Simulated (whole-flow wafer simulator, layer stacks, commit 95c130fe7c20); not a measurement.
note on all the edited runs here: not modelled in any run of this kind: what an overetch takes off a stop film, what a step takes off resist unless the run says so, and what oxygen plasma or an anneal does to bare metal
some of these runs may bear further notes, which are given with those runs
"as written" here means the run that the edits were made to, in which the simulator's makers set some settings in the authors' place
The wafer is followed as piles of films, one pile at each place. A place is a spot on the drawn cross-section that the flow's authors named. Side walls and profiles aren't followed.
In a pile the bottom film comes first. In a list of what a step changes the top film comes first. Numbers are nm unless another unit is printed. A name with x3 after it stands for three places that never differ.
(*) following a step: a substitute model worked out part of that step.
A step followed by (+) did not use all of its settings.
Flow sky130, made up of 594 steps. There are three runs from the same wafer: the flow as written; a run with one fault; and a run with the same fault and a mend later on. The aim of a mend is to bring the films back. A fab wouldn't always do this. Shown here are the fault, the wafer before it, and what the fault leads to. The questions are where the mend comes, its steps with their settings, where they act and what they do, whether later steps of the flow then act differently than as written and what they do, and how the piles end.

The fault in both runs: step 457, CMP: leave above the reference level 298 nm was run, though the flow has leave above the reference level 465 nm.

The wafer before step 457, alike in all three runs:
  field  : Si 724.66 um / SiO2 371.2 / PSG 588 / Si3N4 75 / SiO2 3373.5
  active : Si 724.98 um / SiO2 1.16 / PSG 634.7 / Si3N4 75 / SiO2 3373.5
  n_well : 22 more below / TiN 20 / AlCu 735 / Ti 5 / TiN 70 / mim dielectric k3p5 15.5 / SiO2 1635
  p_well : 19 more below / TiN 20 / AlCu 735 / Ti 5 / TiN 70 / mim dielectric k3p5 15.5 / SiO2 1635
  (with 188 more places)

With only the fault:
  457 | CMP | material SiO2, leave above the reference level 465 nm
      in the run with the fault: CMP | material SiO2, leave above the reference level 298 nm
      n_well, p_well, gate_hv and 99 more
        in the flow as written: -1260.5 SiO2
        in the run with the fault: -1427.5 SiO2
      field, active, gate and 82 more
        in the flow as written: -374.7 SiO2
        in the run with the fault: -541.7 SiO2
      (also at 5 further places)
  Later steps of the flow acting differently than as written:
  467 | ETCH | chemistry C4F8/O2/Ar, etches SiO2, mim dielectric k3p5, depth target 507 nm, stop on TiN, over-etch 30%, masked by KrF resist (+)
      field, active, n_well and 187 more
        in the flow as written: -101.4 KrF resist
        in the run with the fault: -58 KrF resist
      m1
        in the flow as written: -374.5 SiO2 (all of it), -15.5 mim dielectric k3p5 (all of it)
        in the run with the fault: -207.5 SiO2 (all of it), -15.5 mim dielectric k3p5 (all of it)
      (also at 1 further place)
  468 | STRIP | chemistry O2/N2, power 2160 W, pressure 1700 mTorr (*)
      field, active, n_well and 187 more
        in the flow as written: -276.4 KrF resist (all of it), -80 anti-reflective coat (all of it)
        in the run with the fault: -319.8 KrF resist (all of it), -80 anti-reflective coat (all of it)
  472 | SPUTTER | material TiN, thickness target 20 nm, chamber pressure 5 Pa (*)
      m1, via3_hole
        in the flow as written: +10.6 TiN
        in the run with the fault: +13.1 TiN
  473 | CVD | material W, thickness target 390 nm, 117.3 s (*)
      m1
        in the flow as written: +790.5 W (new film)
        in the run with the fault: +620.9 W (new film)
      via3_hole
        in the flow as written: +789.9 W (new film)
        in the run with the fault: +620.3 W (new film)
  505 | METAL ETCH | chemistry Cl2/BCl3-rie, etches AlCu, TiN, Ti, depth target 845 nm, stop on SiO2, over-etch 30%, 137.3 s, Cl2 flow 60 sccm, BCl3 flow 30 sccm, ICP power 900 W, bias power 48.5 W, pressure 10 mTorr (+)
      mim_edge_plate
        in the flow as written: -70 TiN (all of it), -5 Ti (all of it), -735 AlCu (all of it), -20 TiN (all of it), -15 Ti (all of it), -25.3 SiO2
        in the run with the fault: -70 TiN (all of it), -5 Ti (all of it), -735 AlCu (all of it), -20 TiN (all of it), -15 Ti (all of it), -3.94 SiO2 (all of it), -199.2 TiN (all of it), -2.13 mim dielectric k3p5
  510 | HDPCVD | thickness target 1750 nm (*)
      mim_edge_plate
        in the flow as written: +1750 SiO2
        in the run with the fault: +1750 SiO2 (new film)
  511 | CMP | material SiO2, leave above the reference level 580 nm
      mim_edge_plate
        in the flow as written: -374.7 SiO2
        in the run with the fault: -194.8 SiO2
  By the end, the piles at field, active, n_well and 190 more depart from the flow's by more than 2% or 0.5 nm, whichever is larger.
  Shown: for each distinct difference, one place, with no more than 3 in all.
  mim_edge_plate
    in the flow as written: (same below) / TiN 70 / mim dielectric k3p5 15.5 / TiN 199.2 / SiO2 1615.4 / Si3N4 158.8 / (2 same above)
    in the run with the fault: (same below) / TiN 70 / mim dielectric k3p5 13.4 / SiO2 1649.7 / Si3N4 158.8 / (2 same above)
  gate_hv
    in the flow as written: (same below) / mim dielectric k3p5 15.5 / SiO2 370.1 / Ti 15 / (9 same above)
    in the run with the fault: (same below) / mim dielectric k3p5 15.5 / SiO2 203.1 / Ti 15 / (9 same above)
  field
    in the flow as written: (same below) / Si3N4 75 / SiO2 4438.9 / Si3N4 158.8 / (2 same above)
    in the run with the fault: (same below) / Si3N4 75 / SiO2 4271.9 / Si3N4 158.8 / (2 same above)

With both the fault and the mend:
  The mend follows step 457.
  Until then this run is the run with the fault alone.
  457a | HDPCVD | thickness target 167 nm (*) (the flow's step 456, run once more with other settings)
      field, active, n_well and 189 more
        +167 SiO2
  Later steps of the flow that are run all act as written at every place that is followed, up to a difference of at most 2% or 0.5 nm, whichever is larger.
  By the end, the piles equal the flow's at every place that both follow.
